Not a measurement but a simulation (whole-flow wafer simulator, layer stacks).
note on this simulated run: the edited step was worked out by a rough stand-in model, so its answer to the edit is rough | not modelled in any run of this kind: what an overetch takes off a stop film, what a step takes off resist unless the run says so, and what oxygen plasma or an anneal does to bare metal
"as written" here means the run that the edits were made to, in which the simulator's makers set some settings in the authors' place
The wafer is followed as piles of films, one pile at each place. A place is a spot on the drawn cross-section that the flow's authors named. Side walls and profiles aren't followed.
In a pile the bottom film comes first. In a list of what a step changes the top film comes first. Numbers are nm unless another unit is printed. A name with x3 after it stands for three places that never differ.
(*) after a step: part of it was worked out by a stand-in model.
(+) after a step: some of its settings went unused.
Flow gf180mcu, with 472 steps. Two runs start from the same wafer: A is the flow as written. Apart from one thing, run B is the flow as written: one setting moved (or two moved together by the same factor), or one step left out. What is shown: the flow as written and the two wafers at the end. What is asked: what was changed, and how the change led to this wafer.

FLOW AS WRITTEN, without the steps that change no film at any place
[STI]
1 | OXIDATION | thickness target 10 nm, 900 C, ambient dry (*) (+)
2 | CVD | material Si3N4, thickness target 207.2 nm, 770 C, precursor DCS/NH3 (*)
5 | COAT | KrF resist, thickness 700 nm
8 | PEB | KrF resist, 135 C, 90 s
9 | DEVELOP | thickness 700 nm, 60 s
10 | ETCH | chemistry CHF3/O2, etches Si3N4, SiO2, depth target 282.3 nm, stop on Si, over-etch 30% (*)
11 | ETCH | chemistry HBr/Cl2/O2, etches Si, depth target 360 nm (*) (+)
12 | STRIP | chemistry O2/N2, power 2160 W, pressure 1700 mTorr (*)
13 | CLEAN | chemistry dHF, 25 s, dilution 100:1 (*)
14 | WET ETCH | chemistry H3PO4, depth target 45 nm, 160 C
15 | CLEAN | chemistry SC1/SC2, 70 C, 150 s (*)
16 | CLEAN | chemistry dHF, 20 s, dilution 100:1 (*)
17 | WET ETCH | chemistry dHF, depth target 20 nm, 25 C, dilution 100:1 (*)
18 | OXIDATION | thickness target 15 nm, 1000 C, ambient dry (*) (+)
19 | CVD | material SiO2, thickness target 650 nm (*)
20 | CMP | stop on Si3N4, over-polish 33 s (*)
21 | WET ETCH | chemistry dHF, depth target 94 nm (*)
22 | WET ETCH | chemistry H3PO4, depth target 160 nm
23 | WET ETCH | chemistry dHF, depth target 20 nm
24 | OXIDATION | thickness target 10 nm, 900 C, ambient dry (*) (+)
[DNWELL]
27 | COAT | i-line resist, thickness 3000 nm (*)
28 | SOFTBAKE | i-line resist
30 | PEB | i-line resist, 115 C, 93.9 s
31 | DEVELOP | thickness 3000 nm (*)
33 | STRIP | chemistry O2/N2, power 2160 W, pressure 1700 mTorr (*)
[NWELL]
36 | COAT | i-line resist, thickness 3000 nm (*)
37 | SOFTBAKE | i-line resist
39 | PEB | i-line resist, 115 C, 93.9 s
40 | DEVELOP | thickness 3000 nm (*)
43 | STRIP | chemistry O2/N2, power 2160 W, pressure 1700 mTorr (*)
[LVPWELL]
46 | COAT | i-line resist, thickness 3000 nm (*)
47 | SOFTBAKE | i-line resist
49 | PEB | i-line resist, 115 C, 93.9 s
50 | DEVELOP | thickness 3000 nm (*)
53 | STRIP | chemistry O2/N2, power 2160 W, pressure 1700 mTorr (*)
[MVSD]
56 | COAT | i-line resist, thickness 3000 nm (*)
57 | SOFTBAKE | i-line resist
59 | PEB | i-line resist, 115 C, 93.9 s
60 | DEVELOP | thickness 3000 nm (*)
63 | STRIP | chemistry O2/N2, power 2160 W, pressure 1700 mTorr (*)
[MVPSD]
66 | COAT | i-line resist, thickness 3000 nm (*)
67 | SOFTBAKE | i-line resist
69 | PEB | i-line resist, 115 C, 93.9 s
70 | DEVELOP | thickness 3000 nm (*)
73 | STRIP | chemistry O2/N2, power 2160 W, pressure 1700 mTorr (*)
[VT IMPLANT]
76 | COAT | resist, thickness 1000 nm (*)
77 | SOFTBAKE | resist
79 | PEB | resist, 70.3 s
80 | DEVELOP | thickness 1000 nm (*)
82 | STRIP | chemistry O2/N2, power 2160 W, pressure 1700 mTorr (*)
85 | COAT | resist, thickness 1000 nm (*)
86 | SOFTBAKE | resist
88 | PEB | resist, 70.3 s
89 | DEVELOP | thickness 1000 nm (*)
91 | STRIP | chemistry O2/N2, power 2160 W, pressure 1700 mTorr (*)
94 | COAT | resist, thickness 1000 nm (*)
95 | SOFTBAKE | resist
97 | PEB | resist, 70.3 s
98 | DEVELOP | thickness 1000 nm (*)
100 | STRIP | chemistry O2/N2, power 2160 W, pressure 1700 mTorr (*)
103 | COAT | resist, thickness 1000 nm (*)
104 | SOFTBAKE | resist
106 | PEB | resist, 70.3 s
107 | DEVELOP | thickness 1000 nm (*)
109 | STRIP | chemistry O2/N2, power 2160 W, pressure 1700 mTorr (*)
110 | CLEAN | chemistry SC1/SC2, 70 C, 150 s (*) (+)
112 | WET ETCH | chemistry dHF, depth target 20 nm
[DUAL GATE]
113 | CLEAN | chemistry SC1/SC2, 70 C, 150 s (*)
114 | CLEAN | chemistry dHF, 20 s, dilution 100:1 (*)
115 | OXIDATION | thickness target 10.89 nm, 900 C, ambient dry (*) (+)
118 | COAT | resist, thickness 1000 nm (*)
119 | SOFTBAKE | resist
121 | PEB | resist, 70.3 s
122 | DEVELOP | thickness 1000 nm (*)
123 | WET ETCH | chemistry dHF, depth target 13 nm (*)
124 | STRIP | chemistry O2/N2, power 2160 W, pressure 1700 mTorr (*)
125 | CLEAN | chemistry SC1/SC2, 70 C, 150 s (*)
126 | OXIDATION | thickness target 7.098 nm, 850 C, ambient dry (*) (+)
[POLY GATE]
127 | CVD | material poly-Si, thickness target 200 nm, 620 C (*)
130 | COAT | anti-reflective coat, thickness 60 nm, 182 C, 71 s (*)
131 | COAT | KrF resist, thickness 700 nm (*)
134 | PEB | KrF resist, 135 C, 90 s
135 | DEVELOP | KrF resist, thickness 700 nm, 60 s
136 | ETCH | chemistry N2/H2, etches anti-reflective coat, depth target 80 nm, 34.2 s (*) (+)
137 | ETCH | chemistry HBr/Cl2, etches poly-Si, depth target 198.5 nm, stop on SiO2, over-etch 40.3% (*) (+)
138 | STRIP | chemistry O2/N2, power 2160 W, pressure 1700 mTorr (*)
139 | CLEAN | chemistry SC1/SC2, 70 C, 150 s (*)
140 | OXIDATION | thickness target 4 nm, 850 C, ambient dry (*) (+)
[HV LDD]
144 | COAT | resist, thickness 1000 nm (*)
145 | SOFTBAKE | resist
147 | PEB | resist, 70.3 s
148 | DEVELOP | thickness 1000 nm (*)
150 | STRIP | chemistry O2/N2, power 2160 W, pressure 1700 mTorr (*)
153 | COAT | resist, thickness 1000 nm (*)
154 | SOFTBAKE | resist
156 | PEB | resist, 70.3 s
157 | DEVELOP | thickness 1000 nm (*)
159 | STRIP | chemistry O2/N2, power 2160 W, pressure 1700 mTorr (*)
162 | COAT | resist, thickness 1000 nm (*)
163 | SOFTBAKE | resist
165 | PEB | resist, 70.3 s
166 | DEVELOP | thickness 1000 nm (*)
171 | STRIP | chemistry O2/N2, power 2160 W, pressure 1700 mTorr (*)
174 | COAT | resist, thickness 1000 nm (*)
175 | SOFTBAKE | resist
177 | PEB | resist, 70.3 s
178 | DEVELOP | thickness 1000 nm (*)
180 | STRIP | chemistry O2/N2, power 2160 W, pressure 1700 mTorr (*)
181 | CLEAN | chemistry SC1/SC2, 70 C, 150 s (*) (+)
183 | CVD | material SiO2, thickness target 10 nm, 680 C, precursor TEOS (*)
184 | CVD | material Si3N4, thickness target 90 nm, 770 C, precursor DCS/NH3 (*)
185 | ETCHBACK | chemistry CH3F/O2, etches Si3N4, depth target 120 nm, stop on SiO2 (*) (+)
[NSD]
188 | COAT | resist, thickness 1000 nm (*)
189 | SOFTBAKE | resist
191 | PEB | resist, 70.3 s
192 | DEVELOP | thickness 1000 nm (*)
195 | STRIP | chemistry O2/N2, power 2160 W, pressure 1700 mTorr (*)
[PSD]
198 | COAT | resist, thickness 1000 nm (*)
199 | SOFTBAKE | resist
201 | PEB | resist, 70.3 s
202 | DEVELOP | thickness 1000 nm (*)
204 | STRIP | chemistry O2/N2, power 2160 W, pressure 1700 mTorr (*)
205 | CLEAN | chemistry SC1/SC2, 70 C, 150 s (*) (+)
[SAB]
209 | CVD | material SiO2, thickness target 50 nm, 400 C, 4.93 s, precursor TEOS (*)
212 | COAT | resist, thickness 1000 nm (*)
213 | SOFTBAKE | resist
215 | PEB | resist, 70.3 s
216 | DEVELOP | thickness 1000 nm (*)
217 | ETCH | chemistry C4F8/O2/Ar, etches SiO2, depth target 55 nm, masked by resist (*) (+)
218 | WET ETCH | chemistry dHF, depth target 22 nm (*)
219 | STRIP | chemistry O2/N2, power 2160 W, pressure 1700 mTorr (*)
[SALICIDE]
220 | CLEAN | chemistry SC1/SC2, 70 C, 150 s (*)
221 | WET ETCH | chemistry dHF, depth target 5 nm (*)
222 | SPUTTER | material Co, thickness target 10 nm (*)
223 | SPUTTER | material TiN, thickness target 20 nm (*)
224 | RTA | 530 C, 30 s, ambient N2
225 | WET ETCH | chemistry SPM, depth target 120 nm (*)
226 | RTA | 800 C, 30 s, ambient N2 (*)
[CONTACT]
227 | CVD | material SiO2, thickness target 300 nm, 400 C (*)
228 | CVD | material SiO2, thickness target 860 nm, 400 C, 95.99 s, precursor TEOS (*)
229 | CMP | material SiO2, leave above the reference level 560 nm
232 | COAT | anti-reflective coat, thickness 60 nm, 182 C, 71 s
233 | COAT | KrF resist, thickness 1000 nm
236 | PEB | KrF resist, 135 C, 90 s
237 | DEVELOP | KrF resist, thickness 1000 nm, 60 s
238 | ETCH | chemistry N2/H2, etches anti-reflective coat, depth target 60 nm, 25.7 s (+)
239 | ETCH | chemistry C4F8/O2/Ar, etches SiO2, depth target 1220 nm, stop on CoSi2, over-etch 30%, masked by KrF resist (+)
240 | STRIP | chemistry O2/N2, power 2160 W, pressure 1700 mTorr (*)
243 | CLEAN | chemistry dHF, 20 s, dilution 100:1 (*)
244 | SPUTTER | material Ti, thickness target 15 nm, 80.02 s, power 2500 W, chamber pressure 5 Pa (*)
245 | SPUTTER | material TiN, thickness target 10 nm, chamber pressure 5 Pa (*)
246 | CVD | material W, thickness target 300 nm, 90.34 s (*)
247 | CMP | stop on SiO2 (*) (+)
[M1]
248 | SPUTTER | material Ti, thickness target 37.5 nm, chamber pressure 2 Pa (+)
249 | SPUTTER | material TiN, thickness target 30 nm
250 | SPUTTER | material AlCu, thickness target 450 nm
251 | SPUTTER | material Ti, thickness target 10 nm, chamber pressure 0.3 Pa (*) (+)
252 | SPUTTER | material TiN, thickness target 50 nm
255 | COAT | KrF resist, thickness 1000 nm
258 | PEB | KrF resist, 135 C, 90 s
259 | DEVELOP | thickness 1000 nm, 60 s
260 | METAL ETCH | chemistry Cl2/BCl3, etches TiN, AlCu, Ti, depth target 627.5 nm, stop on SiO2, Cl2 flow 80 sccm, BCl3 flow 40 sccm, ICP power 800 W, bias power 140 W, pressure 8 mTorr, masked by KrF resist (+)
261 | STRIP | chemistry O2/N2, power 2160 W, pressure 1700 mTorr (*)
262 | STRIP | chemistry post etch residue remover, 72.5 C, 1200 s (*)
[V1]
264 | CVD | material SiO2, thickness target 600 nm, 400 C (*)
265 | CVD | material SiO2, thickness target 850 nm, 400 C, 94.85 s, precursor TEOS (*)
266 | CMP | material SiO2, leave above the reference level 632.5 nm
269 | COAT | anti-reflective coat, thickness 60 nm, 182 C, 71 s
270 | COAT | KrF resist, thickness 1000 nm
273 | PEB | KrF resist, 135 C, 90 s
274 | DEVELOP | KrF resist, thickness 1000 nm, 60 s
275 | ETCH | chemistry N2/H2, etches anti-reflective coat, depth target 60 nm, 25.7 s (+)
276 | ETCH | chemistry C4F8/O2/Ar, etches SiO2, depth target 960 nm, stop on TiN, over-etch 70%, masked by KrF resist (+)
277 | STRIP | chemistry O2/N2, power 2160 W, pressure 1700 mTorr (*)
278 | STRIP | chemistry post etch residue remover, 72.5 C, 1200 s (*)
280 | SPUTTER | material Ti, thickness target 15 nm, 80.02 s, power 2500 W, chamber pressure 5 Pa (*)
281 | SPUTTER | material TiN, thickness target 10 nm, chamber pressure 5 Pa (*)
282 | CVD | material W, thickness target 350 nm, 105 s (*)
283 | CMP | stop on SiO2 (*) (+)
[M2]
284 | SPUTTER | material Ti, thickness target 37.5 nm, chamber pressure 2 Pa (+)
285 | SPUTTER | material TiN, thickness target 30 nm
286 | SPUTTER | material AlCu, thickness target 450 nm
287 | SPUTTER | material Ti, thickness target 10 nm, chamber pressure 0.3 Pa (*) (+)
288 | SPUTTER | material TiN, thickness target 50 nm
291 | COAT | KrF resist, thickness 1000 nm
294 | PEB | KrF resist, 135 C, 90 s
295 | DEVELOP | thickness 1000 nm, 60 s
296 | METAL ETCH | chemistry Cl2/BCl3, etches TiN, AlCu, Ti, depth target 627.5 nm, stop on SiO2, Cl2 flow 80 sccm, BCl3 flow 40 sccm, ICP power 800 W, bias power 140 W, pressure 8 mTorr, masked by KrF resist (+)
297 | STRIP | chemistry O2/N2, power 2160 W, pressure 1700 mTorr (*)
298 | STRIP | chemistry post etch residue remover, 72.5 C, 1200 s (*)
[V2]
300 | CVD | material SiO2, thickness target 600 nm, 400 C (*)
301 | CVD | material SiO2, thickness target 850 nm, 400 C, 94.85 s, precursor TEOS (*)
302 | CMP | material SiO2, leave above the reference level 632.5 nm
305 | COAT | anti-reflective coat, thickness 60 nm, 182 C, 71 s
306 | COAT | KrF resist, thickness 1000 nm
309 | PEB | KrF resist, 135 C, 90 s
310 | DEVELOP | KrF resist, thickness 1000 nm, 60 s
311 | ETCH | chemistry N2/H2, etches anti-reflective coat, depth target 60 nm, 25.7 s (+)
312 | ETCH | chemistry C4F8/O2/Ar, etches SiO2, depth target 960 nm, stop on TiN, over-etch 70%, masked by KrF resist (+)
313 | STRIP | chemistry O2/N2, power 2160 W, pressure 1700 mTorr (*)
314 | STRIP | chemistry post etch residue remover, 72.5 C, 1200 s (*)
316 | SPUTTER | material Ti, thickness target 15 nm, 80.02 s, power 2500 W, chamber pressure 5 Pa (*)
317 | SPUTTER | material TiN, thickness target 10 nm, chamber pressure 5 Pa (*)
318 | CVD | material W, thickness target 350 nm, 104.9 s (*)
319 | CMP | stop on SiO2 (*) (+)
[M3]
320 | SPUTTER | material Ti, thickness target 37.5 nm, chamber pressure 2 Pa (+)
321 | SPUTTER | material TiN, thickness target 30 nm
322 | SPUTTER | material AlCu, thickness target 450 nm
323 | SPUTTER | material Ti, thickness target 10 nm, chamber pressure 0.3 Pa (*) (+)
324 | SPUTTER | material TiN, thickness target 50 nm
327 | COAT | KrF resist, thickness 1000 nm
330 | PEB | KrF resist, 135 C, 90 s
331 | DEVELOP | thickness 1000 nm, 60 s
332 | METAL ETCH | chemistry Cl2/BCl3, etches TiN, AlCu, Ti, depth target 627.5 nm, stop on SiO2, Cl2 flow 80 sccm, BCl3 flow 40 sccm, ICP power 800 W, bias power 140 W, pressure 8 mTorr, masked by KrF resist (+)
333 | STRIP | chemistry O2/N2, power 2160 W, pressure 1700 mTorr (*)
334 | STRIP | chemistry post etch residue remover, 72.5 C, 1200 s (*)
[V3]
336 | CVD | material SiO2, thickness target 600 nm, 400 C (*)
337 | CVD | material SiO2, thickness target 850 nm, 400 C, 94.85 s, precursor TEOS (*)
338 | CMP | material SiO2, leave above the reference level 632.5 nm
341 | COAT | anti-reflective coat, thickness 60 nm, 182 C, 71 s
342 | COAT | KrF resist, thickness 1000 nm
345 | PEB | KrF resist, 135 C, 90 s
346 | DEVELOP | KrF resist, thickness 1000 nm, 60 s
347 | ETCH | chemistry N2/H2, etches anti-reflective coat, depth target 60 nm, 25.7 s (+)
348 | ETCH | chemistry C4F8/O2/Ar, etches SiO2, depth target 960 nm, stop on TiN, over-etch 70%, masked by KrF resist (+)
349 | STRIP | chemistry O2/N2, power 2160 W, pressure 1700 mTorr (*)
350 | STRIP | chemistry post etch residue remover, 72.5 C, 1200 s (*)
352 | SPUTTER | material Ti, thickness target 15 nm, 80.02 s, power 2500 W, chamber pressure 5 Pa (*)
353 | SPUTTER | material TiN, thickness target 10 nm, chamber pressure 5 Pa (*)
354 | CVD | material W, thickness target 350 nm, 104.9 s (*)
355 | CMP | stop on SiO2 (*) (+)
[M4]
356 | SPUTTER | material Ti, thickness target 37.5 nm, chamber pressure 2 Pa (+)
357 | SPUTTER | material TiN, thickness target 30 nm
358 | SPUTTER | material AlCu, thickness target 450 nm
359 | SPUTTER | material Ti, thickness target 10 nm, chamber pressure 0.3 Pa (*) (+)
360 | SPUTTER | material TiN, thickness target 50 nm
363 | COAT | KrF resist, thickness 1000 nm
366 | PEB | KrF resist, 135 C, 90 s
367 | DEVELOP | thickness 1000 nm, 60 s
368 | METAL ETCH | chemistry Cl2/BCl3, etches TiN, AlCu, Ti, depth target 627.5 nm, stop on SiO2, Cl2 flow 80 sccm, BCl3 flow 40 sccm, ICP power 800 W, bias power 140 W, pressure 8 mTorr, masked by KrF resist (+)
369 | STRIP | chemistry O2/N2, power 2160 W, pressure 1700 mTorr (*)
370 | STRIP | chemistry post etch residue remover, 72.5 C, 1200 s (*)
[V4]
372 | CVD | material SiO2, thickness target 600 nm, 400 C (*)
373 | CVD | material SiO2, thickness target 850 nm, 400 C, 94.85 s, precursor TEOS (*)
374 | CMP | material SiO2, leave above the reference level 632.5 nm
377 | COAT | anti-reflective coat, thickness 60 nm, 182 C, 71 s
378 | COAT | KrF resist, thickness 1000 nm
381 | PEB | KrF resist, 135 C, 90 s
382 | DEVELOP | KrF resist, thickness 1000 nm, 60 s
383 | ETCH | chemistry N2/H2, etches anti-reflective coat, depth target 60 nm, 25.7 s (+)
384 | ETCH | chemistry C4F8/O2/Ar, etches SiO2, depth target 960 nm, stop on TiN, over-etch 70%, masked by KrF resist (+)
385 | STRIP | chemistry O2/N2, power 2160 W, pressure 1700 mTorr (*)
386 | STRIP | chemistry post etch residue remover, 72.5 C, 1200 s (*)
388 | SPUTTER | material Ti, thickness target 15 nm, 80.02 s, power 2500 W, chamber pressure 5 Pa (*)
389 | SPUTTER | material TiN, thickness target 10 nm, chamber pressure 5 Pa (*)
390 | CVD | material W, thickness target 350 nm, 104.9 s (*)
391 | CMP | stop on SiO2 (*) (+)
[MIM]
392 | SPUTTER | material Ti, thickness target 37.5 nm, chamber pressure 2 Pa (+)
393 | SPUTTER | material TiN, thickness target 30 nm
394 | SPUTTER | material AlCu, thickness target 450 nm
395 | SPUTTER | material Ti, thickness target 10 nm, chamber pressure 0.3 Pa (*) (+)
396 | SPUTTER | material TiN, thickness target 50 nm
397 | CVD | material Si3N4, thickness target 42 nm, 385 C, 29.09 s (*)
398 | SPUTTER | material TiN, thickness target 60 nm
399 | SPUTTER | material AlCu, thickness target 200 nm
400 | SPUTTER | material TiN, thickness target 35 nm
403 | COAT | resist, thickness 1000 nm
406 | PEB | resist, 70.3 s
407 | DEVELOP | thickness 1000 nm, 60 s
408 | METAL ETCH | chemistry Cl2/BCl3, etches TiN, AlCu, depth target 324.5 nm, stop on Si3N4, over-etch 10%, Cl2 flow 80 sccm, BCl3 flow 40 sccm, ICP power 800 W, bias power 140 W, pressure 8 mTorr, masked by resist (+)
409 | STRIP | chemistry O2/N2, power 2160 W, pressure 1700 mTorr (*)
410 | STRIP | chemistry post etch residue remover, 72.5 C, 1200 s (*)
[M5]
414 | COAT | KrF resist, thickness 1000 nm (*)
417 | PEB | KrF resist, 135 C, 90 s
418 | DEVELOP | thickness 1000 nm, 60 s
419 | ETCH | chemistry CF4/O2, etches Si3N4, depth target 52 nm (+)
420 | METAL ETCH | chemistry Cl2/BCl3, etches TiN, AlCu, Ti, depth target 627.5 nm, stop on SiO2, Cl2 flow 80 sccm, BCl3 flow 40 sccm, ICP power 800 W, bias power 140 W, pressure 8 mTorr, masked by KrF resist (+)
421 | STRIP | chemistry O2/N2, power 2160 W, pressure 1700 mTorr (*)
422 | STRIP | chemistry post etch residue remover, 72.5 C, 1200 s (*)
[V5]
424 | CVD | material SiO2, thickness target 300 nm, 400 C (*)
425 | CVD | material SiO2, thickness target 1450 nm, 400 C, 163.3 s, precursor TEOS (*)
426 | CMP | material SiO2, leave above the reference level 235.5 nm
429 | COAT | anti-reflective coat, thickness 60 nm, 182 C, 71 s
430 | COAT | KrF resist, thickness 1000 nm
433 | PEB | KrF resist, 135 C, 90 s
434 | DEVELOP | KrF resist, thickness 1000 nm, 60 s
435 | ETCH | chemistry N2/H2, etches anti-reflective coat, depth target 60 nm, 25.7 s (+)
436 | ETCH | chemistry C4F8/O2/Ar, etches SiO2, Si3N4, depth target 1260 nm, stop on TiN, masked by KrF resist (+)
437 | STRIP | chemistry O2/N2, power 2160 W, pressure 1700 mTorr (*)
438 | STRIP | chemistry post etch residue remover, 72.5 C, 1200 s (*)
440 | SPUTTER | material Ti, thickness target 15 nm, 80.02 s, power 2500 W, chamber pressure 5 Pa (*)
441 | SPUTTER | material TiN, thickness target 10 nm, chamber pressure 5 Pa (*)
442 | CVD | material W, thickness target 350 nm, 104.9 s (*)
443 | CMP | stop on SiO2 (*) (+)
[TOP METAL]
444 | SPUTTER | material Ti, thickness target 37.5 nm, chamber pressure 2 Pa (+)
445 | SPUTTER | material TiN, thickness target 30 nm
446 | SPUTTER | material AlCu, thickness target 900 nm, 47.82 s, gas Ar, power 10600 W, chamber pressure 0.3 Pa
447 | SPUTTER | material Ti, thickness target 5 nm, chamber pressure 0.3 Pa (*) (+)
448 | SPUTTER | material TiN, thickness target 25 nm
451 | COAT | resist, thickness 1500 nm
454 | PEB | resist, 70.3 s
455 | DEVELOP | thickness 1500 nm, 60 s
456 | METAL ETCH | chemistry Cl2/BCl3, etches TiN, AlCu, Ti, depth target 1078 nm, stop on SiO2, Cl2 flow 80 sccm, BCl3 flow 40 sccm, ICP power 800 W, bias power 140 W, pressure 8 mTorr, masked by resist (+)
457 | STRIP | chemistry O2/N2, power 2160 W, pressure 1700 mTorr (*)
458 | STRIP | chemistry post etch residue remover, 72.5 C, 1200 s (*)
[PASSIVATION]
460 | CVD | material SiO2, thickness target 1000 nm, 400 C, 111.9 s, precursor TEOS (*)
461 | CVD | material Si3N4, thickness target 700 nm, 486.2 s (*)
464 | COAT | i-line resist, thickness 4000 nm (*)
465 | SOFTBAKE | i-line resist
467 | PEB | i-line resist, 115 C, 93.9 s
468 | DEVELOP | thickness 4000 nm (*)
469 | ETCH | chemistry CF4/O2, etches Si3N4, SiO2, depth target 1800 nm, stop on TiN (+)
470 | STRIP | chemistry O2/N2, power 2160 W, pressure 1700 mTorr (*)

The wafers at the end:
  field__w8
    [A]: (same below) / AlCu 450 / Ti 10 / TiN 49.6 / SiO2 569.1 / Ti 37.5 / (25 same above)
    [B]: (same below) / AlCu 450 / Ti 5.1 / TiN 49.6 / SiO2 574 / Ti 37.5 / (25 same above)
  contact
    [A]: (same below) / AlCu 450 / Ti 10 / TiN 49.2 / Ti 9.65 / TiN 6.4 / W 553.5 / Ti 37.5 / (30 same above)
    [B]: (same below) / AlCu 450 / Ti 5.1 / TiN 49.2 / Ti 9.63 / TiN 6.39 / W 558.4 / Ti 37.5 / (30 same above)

Cause: step 287, SPUTTER: thickness target 5.1 nm was run, whereas the flow has thickness target 10 nm.
One can read it off the wafer: field__w8 has Ti 5.1, and step 287 as written asks for 10 nm.

The path from the change to this, step by step:
  287 | SPUTTER | material Ti, thickness target 10 nm, chamber pressure 0.3 Pa (*) (+)
      field, field__w1, field__w2 and 108 more: A +10 Ti (new film) | B +5.1 Ti (new film)
  296 | METAL ETCH | chemistry Cl2/BCl3, etches TiN, AlCu, Ti, depth target 627.5 nm, stop on SiO2, Cl2 flow 80 sccm, BCl3 flow 40 sccm, ICP power 800 W, bias power 140 W, pressure 8 mTorr, masked by KrF resist (+)
      field, field__w1, field__w2 and 103 more: A -50 TiN (all of it), -10 Ti (all of it), -450 AlCu (all of it), -30 TiN (all of it), -37.5 Ti (all of it) | B -50 TiN (all of it), -5.1 Ti (all of it), -450 AlCu (all of it), -30 TiN (all of it), -37.5 Ti (all of it)
